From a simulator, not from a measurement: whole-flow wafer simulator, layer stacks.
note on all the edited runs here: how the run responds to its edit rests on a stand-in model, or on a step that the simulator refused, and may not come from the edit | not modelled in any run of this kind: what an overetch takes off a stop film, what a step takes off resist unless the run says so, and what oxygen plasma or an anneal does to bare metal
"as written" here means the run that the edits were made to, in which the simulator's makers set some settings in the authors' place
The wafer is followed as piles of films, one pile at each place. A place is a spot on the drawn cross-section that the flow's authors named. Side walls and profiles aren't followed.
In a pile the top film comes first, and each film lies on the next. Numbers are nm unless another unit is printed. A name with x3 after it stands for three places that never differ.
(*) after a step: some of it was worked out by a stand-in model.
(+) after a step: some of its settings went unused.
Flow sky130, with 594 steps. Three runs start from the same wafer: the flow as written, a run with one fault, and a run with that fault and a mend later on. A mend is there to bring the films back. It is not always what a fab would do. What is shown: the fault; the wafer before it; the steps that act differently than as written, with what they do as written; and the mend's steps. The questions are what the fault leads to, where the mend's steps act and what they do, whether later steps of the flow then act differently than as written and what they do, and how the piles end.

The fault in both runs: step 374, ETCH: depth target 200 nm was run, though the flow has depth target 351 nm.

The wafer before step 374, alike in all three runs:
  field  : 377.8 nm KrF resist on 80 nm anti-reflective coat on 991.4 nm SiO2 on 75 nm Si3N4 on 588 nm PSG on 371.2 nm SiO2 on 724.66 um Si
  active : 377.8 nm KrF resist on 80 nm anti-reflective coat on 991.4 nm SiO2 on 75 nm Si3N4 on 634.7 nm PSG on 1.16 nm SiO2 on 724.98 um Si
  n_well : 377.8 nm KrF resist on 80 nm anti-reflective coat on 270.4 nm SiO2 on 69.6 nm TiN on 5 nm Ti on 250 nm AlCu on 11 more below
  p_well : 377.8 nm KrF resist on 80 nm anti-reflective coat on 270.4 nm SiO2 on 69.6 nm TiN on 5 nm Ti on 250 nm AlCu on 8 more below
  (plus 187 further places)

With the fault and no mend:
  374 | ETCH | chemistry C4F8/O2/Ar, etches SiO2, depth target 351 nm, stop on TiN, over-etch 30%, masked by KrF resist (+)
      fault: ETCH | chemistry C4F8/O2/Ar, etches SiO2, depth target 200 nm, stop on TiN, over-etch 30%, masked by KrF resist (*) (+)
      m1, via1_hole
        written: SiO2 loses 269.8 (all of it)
        fault: SiO2 loses 200
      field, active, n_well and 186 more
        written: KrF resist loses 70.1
        fault: KrF resist loses 40
  Steps further on in the flow that do not act as written (not shown: 8 more steps that differ only slightly, by at most 2% or 0.5 nm, whichever is larger):
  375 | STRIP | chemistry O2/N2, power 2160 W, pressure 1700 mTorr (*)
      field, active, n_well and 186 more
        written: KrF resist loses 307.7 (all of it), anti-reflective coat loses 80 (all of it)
        fault: KrF resist loses 337.8 (all of it), anti-reflective coat loses 80 (all of it)
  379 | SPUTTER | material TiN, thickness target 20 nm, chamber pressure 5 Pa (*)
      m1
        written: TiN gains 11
        fault: TiN gains 12.4 (new film)
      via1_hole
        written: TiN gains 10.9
        fault: TiN gains 12.4 (new film)
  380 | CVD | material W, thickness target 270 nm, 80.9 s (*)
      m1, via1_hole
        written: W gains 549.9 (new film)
        fault: W gains 478.3 (new film)
  The piles end different from the flow's at m1, via1_hole by more than 2% or 0.5 nm, whichever is larger.
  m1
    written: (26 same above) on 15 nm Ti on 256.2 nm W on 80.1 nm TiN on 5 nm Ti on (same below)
    fault: (26 same above) on 15 nm Ti on 184.6 nm W on 12.4 nm TiN on 69.8 nm SiO2 on 69.6 nm TiN on 5 nm Ti on (same below)
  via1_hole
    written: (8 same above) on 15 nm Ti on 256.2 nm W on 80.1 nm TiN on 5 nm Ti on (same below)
    fault: (8 same above) on 15 nm Ti on 184.6 nm W on 12.4 nm TiN on 69.8 nm SiO2 on 69.6 nm TiN on 5 nm Ti on (same below)

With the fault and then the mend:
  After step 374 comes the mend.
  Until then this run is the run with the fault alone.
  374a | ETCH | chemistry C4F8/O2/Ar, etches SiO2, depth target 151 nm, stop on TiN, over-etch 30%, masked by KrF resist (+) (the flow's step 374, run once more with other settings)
      field, active, n_well and 186 more
        KrF resist loses 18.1
      m1, via1_hole
        SiO2 loses 69.8 (all of it)
  Steps further on in the flow that do not act as written:
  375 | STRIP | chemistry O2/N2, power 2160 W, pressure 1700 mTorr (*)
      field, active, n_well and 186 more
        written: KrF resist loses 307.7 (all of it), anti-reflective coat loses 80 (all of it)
        mend: KrF resist loses 319.7 (all of it), anti-reflective coat loses 80 (all of it)
  The piles end the same as the flow's at every place that both follow.
